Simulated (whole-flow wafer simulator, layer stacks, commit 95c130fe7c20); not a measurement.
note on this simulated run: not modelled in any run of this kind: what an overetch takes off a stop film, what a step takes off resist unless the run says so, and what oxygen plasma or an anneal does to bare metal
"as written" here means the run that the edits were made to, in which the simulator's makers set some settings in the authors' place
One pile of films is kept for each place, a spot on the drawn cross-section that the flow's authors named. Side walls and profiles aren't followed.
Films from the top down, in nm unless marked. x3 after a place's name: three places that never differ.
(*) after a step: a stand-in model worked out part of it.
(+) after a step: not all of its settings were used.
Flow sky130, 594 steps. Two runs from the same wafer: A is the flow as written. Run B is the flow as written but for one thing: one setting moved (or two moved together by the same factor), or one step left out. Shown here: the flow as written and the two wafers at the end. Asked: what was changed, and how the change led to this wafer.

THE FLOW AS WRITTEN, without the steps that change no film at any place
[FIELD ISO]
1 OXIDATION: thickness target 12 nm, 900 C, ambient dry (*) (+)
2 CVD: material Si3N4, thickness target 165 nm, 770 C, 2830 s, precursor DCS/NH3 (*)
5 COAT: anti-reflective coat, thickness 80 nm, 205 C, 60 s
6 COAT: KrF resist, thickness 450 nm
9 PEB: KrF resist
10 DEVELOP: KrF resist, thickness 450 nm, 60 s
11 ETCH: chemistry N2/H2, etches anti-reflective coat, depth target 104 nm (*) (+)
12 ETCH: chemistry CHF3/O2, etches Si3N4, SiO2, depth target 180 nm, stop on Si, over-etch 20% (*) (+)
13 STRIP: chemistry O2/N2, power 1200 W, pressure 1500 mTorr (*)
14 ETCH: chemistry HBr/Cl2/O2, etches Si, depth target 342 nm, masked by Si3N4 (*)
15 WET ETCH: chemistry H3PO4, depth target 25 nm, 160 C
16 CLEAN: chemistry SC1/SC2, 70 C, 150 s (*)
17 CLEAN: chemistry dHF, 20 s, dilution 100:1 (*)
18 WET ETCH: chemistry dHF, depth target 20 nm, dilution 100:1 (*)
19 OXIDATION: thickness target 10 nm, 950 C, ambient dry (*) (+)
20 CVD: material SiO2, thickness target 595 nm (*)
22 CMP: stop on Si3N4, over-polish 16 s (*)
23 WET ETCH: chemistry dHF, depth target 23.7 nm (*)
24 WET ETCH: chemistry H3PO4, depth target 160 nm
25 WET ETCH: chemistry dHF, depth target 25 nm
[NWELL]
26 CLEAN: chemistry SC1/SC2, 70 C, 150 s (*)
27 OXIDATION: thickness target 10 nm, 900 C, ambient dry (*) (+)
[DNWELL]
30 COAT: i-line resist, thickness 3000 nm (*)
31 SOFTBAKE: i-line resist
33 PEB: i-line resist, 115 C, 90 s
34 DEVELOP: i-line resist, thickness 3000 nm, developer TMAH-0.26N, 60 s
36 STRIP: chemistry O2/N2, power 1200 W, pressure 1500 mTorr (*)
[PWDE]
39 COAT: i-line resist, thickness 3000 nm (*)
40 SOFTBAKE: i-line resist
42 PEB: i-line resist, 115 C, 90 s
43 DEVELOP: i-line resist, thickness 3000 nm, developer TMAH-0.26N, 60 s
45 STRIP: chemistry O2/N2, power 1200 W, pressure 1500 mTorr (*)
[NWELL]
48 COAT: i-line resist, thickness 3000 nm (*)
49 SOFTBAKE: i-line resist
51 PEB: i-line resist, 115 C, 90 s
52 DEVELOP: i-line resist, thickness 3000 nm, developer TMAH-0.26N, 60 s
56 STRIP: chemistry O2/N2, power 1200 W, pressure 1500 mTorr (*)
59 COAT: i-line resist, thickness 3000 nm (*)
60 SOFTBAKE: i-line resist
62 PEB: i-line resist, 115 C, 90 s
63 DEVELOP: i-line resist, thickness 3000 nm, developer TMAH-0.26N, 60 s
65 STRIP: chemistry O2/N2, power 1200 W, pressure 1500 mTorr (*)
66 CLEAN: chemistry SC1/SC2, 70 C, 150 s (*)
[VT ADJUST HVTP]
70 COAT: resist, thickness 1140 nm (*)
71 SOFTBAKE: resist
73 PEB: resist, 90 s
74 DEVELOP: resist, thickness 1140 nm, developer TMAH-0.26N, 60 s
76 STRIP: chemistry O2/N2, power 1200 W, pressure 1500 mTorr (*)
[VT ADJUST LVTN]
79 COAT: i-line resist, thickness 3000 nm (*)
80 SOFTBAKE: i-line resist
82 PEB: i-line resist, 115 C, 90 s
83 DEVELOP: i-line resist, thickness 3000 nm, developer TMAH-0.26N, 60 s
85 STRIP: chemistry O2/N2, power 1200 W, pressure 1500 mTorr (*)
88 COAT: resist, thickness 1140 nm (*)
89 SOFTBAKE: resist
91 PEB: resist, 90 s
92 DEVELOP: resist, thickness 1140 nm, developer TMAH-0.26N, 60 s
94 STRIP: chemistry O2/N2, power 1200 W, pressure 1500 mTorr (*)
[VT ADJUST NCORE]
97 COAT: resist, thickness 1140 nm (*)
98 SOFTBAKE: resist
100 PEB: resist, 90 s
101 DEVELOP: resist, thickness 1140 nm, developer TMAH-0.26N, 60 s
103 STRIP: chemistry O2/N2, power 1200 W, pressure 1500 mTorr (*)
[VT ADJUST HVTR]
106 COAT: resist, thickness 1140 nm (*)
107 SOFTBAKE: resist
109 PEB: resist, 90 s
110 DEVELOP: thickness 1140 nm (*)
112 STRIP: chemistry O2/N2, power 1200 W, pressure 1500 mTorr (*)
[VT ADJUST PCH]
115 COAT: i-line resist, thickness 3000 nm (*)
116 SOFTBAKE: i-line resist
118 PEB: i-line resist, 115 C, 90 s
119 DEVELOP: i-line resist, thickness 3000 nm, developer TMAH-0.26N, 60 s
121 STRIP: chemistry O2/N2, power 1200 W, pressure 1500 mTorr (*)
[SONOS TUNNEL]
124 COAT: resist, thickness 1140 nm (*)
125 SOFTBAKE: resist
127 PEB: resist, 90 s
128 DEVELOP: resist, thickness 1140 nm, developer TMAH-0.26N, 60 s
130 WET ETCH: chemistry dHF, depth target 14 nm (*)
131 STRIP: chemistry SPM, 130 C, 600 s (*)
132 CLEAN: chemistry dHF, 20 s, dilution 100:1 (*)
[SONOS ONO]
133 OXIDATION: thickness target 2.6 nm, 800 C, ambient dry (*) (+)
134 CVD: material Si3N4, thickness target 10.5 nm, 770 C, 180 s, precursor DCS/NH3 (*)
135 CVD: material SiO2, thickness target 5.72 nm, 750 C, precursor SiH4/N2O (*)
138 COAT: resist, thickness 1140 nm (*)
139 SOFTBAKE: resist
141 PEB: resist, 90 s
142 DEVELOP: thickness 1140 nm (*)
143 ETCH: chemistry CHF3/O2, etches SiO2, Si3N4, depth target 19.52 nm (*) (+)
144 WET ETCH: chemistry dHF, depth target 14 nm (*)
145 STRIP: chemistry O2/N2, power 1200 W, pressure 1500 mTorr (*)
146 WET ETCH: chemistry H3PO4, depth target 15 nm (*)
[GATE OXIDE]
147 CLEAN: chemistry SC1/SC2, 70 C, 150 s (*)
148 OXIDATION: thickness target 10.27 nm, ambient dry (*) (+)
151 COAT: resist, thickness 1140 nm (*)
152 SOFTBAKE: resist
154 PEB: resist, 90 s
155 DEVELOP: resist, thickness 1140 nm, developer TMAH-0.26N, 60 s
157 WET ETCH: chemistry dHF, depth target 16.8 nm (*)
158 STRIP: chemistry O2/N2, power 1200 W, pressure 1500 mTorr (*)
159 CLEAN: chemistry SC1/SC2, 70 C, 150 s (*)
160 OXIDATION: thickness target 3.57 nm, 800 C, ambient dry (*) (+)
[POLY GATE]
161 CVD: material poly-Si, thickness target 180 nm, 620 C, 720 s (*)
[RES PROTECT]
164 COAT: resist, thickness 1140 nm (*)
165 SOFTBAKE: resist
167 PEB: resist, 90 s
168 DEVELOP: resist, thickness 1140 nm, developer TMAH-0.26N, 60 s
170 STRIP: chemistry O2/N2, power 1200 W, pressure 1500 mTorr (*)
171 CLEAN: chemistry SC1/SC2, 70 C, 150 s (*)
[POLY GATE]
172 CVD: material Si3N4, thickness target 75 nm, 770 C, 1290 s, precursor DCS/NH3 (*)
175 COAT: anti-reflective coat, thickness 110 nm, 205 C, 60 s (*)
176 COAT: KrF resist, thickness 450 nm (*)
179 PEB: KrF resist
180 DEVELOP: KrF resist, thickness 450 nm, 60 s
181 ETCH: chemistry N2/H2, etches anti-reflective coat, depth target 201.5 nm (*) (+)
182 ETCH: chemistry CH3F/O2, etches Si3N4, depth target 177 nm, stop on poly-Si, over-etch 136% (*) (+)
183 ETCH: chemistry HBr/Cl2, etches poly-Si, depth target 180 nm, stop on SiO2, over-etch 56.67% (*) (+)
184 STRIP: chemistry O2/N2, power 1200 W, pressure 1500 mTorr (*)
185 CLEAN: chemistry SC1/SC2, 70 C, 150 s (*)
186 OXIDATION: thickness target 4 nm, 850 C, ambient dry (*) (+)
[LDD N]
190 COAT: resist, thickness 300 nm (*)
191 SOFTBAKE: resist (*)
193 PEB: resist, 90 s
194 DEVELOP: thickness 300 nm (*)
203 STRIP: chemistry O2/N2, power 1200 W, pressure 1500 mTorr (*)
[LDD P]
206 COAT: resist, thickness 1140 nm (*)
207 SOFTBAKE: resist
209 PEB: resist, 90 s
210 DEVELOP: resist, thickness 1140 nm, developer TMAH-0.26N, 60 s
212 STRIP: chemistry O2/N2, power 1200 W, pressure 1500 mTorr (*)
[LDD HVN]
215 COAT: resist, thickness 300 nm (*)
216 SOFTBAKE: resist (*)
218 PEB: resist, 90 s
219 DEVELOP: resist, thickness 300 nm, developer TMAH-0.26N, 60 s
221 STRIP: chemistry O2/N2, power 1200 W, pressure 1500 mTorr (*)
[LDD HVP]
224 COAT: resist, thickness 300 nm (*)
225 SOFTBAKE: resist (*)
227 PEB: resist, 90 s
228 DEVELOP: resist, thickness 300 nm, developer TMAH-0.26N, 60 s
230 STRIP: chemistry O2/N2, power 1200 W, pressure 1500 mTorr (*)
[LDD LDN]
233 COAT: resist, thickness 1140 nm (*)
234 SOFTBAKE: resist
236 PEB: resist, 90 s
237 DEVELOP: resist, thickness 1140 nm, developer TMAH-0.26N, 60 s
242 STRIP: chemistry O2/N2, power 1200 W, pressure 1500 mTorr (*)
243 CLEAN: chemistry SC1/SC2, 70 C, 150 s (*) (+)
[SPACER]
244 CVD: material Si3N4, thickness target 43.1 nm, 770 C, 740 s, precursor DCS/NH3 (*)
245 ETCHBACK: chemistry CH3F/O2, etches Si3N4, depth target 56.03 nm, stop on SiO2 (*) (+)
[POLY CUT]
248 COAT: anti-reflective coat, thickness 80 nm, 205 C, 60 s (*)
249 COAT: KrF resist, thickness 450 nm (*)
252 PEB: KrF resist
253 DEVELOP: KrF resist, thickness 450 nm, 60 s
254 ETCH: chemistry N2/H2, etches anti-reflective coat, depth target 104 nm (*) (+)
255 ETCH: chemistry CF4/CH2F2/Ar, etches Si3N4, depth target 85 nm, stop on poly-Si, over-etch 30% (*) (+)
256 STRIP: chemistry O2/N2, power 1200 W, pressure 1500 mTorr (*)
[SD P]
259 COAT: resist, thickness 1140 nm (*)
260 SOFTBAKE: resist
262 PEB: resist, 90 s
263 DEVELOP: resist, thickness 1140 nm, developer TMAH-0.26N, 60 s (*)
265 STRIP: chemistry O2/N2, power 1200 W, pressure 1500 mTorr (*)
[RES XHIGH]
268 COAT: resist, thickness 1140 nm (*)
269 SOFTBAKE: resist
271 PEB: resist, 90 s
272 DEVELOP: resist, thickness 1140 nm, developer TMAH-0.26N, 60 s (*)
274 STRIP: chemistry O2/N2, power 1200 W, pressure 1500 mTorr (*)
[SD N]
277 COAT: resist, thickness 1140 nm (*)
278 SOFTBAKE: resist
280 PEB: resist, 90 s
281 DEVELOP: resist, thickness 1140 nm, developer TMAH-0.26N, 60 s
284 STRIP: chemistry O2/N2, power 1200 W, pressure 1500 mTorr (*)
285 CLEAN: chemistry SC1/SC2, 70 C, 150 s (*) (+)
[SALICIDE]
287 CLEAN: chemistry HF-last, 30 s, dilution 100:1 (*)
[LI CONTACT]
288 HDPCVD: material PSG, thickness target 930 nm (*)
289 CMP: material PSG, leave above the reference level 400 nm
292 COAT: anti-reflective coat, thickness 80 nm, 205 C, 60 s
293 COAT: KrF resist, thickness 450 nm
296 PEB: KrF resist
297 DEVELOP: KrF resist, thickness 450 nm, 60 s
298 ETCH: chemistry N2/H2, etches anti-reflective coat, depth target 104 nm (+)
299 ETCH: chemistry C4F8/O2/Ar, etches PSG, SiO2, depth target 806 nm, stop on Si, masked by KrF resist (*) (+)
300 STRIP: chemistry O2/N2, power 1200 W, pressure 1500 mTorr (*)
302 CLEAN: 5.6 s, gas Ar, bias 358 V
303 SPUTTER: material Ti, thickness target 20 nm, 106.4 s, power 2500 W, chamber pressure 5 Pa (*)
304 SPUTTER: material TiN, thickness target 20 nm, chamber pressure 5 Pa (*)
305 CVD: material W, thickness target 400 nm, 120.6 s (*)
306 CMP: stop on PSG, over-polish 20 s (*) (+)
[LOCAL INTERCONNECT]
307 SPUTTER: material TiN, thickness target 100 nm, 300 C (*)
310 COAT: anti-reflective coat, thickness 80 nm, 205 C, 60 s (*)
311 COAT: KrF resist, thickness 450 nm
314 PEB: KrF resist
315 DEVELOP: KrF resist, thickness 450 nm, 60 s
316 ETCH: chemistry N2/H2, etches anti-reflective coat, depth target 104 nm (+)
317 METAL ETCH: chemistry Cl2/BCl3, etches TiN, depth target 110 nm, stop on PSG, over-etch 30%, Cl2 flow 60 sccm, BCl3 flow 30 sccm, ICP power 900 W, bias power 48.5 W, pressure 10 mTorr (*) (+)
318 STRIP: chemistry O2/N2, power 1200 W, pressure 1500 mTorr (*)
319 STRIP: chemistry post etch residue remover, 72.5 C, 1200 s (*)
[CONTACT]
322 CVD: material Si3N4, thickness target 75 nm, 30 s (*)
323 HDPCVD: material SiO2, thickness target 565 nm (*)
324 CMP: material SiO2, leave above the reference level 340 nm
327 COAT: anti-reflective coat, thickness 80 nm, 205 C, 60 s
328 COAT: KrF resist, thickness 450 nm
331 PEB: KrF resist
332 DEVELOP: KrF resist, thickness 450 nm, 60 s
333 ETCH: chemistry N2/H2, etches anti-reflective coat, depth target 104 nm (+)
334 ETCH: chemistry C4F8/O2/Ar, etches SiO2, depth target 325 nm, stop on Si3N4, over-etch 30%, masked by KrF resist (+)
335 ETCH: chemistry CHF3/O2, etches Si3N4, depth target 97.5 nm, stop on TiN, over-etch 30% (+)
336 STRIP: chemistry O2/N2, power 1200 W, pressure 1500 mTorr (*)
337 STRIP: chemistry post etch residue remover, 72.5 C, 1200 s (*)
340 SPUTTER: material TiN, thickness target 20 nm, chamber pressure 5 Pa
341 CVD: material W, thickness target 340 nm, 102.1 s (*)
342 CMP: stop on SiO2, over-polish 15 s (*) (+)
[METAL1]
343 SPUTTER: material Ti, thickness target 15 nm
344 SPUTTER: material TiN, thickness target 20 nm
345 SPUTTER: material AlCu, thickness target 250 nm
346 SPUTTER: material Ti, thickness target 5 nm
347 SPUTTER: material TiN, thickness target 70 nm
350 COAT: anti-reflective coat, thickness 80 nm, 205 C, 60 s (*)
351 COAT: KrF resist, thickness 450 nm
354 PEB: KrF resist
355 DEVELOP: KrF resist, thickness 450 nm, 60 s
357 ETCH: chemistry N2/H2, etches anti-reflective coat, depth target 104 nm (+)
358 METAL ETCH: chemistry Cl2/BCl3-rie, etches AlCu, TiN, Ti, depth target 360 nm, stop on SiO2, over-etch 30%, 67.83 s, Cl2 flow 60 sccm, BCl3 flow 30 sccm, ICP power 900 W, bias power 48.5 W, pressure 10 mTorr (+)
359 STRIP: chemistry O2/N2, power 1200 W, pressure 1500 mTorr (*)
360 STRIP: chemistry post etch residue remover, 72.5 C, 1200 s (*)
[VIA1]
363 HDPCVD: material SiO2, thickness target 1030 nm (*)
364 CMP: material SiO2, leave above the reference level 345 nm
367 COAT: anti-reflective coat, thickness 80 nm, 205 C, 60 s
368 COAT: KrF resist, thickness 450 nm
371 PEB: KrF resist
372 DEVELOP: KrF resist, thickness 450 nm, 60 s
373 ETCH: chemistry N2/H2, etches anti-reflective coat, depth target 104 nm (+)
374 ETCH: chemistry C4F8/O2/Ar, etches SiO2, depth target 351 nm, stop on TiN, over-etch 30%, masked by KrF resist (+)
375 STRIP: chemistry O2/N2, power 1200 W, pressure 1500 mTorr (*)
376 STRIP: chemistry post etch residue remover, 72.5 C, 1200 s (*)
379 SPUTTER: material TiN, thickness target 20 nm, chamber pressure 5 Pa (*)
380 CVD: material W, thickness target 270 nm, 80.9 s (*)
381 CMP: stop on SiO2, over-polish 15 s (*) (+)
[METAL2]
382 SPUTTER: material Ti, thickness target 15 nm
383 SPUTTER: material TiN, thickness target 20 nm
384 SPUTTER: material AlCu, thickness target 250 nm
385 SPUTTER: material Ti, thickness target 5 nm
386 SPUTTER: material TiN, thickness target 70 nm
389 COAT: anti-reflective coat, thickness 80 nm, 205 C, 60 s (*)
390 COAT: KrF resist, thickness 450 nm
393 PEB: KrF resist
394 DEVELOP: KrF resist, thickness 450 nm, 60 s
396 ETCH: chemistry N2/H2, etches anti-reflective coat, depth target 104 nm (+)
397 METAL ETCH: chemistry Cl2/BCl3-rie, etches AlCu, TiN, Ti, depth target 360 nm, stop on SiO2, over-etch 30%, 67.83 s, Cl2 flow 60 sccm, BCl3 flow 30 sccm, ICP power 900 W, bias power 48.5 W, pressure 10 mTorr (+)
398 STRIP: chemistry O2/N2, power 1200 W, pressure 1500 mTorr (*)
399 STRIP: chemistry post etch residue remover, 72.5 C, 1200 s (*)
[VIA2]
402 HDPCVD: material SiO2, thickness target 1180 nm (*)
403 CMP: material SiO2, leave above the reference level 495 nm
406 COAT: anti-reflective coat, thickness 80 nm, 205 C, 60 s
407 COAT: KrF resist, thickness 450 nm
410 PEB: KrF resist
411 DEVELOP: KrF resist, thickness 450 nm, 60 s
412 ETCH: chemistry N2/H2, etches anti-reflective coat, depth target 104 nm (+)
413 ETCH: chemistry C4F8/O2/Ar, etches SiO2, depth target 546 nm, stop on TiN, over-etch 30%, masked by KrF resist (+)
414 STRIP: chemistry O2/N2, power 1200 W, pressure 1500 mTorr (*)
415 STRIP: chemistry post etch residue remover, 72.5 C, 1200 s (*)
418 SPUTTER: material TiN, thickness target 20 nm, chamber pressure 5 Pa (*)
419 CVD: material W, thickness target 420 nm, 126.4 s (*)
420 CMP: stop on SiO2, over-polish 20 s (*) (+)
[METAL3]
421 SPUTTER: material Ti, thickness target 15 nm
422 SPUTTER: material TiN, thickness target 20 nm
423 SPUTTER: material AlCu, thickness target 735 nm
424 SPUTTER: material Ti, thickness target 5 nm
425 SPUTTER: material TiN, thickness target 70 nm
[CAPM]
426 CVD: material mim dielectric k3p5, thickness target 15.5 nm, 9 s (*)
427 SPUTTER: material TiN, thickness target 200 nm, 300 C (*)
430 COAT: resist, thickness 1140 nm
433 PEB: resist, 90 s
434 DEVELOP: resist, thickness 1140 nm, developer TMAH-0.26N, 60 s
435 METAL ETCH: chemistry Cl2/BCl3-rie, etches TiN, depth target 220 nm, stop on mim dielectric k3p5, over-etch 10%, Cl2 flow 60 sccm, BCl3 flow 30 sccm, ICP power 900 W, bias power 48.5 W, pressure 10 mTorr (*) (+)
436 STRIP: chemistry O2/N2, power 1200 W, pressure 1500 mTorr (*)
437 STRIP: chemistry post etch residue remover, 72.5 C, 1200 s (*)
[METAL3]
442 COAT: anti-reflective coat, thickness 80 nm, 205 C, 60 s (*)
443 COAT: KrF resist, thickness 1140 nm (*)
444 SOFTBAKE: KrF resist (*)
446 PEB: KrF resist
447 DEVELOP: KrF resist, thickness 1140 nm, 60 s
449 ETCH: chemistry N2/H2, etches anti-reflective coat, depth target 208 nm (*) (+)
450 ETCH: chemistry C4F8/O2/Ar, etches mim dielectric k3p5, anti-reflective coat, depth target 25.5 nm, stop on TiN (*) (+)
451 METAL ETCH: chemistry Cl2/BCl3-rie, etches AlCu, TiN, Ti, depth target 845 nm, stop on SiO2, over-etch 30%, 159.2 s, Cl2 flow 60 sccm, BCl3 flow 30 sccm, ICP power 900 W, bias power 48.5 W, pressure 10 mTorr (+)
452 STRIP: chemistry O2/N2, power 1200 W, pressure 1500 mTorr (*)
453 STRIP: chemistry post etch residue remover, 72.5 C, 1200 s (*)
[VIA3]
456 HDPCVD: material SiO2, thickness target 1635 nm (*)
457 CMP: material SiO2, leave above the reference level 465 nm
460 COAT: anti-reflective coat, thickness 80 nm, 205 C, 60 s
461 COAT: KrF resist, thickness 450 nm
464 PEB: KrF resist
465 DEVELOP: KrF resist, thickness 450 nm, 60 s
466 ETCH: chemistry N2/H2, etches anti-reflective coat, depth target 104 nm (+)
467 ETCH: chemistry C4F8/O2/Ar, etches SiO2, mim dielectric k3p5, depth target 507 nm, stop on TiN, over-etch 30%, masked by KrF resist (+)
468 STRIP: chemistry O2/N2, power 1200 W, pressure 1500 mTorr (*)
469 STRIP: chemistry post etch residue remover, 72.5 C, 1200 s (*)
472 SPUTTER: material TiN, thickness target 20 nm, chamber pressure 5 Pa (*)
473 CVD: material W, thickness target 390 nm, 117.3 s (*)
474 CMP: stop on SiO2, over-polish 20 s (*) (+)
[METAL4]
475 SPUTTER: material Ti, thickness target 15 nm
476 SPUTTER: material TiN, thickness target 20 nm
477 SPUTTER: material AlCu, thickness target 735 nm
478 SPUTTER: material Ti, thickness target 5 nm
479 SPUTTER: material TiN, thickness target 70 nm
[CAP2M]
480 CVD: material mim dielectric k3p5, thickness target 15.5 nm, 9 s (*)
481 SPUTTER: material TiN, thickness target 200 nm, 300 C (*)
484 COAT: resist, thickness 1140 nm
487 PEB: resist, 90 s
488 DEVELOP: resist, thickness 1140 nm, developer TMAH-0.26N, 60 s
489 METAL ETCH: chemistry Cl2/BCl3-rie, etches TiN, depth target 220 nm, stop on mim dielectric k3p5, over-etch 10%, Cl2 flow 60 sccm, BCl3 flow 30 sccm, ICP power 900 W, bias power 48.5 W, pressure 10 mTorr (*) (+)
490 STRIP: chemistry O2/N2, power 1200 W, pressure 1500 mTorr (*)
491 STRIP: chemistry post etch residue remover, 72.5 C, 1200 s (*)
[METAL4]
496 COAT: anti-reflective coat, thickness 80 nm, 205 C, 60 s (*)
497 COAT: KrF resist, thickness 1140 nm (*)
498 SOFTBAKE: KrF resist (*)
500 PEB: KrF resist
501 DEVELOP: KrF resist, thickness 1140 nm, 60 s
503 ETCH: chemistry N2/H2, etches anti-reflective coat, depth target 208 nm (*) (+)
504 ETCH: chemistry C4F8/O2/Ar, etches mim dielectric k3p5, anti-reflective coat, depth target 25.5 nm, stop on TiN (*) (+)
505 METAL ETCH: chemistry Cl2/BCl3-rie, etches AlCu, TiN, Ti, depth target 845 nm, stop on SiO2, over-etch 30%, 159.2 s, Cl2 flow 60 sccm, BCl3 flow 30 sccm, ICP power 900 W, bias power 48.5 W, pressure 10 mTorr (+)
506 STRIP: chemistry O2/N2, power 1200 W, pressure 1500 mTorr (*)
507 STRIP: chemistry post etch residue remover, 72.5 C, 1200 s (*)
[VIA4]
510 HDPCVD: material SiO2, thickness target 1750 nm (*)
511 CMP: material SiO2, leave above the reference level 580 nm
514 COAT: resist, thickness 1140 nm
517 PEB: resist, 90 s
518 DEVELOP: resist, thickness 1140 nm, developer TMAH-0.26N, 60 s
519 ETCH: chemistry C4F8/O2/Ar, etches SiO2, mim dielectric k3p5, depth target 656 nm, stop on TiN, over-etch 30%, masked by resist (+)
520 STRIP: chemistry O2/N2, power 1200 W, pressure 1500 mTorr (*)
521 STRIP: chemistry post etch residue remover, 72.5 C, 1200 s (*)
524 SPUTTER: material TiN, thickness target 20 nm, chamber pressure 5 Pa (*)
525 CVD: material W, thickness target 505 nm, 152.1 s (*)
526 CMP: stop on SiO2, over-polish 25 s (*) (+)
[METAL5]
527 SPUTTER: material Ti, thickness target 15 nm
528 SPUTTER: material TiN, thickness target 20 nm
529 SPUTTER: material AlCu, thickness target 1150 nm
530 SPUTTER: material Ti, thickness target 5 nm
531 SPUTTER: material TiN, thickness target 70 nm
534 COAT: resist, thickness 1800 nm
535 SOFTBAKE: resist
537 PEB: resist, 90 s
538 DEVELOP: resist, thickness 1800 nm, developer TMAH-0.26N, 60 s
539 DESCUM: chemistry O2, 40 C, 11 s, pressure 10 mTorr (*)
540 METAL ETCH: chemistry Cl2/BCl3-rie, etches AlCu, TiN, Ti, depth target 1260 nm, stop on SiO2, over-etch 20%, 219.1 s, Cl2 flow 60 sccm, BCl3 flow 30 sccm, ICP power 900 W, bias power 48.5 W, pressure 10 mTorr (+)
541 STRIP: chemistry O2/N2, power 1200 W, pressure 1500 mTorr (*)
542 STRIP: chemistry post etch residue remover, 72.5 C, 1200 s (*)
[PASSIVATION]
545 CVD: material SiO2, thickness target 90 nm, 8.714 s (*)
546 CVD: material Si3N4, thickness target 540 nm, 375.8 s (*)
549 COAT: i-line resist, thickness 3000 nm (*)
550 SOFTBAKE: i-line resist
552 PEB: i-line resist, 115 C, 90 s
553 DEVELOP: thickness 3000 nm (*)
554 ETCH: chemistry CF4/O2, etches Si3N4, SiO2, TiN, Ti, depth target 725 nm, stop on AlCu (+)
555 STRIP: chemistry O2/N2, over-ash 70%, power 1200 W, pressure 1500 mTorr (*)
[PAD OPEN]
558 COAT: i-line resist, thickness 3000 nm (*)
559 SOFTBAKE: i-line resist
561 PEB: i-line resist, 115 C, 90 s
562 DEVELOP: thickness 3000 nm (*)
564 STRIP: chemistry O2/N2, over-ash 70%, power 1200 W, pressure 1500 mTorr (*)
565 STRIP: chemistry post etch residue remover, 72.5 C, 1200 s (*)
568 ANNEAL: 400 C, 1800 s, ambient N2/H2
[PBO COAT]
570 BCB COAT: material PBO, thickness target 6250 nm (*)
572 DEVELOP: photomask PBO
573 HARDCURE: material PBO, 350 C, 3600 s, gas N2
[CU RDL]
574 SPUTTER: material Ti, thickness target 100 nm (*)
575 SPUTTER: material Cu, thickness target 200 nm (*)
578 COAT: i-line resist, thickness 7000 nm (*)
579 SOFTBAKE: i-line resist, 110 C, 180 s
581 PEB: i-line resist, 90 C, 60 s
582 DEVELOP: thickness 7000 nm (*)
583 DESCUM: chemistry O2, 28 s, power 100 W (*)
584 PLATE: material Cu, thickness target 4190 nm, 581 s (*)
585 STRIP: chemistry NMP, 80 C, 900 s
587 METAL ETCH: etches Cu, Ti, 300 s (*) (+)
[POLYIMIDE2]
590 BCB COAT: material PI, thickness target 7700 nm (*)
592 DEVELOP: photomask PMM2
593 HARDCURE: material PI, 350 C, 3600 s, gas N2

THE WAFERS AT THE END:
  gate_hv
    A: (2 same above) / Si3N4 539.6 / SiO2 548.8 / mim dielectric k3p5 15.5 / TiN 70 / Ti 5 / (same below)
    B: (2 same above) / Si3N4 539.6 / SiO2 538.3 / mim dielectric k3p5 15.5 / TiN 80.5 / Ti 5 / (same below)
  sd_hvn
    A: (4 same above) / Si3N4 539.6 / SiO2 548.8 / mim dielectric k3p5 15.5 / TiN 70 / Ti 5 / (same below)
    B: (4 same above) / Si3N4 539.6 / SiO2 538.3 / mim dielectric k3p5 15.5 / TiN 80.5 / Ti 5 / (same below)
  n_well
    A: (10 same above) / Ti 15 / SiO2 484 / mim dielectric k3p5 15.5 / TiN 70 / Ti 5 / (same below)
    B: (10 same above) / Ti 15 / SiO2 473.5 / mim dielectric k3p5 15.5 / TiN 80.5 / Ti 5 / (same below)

The cause: step 479, SPUTTER: thickness target 80.5 nm was run, where the flow has thickness target 70 nm.
It can be read off the wafer: gate_hv has TiN 80.5, and step 479 as written asks for 70 nm.

How the change led to this, step by step:
  479 SPUTTER: material TiN, thickness target 70 nm
      field, active, n_well and 189 more: A TiN +70 (new film) | B TiN +80.5 (new film)
  505 METAL ETCH: chemistry Cl2/BCl3-rie, etches AlCu, TiN, Ti, depth target 845 nm, stop on SiO2, over-etch 30%, 159.2 s, Cl2 flow 60 sccm, BCl3 flow 30 sccm, ICP power 900 W, bias power 48.5 W, pressure 10 mTorr (+)
      field, active, gate and 70 more: A TiN -70 (all of it), Ti -5 (all of it), AlCu -735 (all of it), TiN -20 (all of it), Ti -15 (all of it), SiO2 -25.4 | B TiN -80.5 (all of it), Ti -5 (all of it), AlCu -735 (all of it), TiN -20 (all of it), Ti -15 (all of it), SiO2 -24.3
      vpp_iso1, mim_edge_plate, m1_ln and 12 more: A TiN -70 (all of it), Ti -5 (all of it), AlCu -735 (all of it), TiN -20 (all of it), Ti -15 (all of it), SiO2 -25.3 | B TiN -80.5 (all of it), Ti -5 (all of it), AlCu -735 (all of it), TiN -20 (all of it), Ti -15 (all of it), SiO2 -24.3
  519 ETCH: chemistry C4F8/O2/Ar, etches SiO2, mim dielectric k3p5, depth target 656 nm, stop on TiN, over-etch 30%, masked by resist (+)
      m1: A SiO2 -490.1 (all of it), mim dielectric k3p5 -15.5 (all of it) | B SiO2 -479.6 (all of it), mim dielectric k3p5 -15.5 (all of it)
      via4_hole: A SiO2 -489.5 (all of it), mim dielectric k3p5 -15.5 (all of it) | B SiO2 -479 (all of it), mim dielectric k3p5 -15.5 (all of it)
